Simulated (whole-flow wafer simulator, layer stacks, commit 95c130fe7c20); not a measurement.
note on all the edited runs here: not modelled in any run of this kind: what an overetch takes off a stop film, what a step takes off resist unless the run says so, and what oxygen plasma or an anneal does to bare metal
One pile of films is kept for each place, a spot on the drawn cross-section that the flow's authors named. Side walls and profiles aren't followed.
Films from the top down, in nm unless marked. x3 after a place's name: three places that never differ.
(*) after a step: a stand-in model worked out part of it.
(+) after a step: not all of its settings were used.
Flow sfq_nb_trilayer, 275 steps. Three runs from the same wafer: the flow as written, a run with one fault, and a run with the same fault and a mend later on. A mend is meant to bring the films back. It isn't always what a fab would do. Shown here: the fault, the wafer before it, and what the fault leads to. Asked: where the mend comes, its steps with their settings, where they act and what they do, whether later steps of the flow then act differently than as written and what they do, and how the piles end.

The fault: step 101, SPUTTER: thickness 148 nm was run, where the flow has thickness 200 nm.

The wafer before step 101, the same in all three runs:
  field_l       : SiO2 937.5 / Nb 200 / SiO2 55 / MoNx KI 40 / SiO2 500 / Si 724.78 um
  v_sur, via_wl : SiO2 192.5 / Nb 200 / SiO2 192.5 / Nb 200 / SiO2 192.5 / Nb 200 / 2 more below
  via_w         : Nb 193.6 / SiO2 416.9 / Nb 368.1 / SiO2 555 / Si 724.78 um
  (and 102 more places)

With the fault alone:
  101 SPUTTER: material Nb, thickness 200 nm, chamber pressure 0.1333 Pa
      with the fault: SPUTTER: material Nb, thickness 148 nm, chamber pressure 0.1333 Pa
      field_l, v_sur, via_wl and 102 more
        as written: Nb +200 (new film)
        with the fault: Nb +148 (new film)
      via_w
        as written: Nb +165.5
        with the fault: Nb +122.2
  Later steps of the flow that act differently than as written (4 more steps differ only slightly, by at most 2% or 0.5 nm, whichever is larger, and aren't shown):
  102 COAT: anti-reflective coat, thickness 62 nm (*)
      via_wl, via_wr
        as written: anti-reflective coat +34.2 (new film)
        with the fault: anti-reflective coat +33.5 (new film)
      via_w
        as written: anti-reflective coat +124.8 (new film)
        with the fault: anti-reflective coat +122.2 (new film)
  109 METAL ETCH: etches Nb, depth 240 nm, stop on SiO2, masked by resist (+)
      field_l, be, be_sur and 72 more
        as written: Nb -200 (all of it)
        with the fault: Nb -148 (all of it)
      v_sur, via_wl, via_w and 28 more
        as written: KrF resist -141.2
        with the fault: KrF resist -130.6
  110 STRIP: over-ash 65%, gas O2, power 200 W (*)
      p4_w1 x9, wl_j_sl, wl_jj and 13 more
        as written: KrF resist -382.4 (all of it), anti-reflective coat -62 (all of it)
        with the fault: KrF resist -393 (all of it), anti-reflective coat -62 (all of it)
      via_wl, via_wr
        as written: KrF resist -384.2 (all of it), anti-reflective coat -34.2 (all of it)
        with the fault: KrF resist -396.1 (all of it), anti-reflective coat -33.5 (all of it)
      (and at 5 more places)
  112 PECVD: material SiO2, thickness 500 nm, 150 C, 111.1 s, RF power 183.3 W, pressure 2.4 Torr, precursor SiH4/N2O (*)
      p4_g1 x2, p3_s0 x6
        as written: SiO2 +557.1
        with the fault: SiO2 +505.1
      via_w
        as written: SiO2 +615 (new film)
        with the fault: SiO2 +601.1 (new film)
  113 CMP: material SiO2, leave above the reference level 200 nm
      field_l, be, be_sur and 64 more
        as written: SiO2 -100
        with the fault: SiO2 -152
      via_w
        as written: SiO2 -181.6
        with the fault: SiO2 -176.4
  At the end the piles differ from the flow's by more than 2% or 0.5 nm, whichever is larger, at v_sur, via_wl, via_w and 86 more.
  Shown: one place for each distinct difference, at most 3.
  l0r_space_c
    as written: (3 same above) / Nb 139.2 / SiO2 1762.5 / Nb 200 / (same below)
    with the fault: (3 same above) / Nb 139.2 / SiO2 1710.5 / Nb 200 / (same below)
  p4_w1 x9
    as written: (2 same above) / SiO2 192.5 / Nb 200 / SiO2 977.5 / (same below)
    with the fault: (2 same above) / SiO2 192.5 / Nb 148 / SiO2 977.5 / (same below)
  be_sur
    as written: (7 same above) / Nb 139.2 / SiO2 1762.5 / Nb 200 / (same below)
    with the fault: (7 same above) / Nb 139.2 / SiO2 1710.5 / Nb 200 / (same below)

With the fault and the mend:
  The mend comes after step 107.
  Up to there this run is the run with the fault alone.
  107a STRIP: over-ash 65%, gas O2, power 200 W (*)
      p4_fl x3, p4_g1 x2, p3_s0 x6 and 42 more
        anti-reflective coat -62 (all of it)
      p4_w1 x9, wl_j_sl, wl_jj and 13 more
        KrF resist -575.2 (all of it), anti-reflective coat -62 (all of it)
      r_sur, res, r_end and 9 more
        anti-reflective coat -61.8 (all of it)
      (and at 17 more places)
  107b SPUTTER: material Nb, thickness 52 nm, chamber pressure 0.1333 Pa (the flow's step 101 once more, with other settings)
      field_l, v_sur, via_wl and 102 more
        Nb +52
      via_w
        Nb +40.5
  107c COAT: anti-reflective coat, thickness 62 nm (*) (the flow's step 102 once more)
      p4_fl x3, p4_w1 x9, p4_g1 x2 and 63 more
        anti-reflective coat +62 (new film)
      res, r_end, moat and 8 more
        anti-reflective coat +61.8 (new film)
      jj_sur, ce_l, c5j, ce_r, sp_r, be_r, r_sur
        anti-reflective coat +61.7 (new film)
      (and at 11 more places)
  107d COAT: KrF resist, thickness 600 nm (*) (the flow's step 103 once more)
      p4_fl x3, p4_w1 x9, p4_g1 x2 and 63 more
        KrF resist +600 (new film)
      r_end, moat, field_r, lsp_l, lsp_r, l0_sur
        KrF resist +599.4 (new film)
      be_r, r_sur, res, l0v
        KrF resist +599.3 (new film)
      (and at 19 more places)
  107e SOFTBAKE: KrF resist (the flow's step 104 once more)
      changes no film at any place that is followed
  107f EXPOSE: photomask M3, dose 12.11 mJ/cm2, NA 0.6, wavelength 248 nm (*) (the flow's step 105 once more)
      changes no film at any place that is followed
  107g PEB: KrF resist, 90 s (the flow's step 106 once more)
      wire, be, be_sur and 96 more
        KrF resist -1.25
      field_l, via_v
        KrF resist -1.24
      via_wl, via_wr
        KrF resist -1.26
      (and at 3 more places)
  107h DEVELOP: KrF resist, thickness 600 nm, 60 s (the flow's step 107 once more)
      p4_fl x3, p4_g1 x2, p3_s0 x6 and 42 more
        KrF resist -598.7 (all of it)
      v_sur, via_wl, via_w and 28 more
        KrF resist -23.5
      field_r, lsp_l, ln_m5, lsp_m, ln_m6, lsp_r, l0_sur
        KrF resist -598.2 (all of it)
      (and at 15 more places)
  No later step of the flow acts differently than as written, at any place that is followed, by more than 2% or 0.5 nm, whichever is larger.
  At the end the piles differ from the flow's only slightly at the places that both follow, by at most 2% or 0.5 nm, whichever is larger.
